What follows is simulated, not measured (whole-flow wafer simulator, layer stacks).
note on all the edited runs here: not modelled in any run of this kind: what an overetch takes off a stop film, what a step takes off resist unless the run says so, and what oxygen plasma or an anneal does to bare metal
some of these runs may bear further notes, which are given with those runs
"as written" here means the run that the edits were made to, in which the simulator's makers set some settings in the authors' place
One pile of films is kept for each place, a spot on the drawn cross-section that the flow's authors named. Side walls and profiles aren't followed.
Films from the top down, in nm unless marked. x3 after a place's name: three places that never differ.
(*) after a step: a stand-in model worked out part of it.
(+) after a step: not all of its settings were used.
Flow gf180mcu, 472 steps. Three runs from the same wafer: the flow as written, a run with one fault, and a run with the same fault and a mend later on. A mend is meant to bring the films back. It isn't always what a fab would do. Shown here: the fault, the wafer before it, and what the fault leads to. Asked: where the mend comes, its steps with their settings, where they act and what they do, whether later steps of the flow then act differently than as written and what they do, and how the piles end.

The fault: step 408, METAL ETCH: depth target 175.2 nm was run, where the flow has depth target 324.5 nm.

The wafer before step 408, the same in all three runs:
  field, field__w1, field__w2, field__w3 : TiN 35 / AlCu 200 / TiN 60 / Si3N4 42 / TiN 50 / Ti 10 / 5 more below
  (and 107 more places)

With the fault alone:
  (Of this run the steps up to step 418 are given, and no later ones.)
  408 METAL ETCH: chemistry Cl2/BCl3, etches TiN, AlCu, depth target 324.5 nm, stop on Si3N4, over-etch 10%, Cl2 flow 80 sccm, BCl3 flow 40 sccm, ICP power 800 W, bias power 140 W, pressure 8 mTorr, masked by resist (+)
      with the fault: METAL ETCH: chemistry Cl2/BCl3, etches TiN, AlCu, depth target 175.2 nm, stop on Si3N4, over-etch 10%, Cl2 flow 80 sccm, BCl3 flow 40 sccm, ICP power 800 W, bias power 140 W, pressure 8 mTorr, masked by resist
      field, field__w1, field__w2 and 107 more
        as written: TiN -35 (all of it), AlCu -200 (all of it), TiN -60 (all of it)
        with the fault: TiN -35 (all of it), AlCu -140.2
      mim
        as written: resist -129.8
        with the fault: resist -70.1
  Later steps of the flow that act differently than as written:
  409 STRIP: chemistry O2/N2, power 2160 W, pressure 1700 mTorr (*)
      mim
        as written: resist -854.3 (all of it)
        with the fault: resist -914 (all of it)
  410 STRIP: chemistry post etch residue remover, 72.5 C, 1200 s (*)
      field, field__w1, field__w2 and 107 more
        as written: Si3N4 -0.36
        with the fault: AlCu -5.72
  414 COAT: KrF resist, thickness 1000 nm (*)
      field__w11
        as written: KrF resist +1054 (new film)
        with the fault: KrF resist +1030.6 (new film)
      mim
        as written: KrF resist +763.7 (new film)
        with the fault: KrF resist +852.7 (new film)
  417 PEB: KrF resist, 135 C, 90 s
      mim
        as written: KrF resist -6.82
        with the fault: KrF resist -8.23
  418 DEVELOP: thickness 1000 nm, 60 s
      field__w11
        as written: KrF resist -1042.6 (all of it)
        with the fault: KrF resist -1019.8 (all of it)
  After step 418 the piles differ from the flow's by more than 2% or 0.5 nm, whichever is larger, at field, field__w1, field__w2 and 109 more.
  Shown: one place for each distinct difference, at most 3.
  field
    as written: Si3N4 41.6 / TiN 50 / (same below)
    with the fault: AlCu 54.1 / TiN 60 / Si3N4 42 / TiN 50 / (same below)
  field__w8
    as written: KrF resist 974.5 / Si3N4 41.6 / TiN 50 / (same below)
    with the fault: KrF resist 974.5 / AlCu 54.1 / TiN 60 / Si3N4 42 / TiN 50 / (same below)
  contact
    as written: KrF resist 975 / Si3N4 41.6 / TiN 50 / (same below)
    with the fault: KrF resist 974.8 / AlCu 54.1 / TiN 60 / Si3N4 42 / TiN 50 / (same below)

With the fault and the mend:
  The mend comes after step 410.
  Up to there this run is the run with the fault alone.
  410a DEHYDRATE: 200 C, 60 s (the flow's step 401 once more)
      changes no film at any place that is followed
  410b HMDS: 120 C, 60 s (the flow's step 402 once more)
      changes no film at any place that is followed
  410c COAT: resist, thickness 1000 nm (*) (the flow's step 403 once more)
      field__w8, m1__w1, iso_ptap_pw and 39 more
        resist +1000 (new film)
      field_sub, field_sub__w2, field_sub__w3, field_sub__w4, ld_fp_n, ld_drift_n, ld_drn_n
        resist +1000.9 (new film)
      p_well, sti, spacer, sd_n, mim_1p0, pad, dice_street
        resist +1000.4 (new film)
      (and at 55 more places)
  410d SOFTBAKE: resist (the flow's step 404 once more)
      field__w9, nplus_u
        resist -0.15
      field__w12, pplus_u
        resist +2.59
      field__w2
        resist +2.17
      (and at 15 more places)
  410e EXPOSE: photomask FuseTop (the flow's step 405 once more)
      changes no film at any place that is followed
  410f PEB: resist, 70.3 s (the flow's step 406 once more)
      field, field__w1, field__w5 and 96 more
        resist -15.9
      field__w2, field__w3, field__w12, pplus_u, ppoly_sal, nw_enc_fld_lv__w4
        resist -16
      field__w7, field__w11, field__w13, ppoly_u, npoly_sal
        resist -16.1
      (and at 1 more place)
  410g DEVELOP: thickness 1000 nm, 60 s (the flow's step 407 once more)
      field__w8, m1__w1, iso_ptap_pw and 39 more
        resist -984.1 (all of it)
      field, field_sub__w3, field_sub__w4, ld_sd_p, ld_gate_p, ld_acc_p, ld_fp_p, ld_drift_p
        resist -985.1 (all of it)
      field_sub__w1, field_sub__w5, n_well, sd_p, gate_p, active_nat, nw_enc_fld_lv, nw_enc_fld_lv__w3
        resist -984.8 (all of it)
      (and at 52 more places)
  410h METAL ETCH: chemistry Cl2/BCl3, etches TiN, AlCu, depth target 149.3 nm, stop on Si3N4, over-etch 10%, Cl2 flow 80 sccm, BCl3 flow 40 sccm, ICP power 800 W, bias power 140 W, pressure 8 mTorr, masked by resist (+) (the flow's step 408 once more, with other settings)
      field, field__w1, field__w2 and 107 more
        AlCu -54.1 (all of it), TiN -60 (all of it)
      mim
        resist -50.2
  410i STRIP: chemistry O2/N2, power 2160 W, pressure 1700 mTorr (*) (the flow's step 409 once more)
      mim
        resist -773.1 (all of it)
  410j STRIP: chemistry post etch residue remover, 72.5 C, 1200 s (*) (the flow's step 410 once more)
      field, field__w1, field__w2 and 107 more
        Si3N4 -0.36
      mim
        TiN -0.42
  No later step of the flow acts differently than as written, at any place that is followed, by more than 2% or 0.5 nm, whichever is larger.
  At the end the piles differ from the flow's only slightly at the places that both follow, by at most 2% or 0.5 nm, whichever is larger.
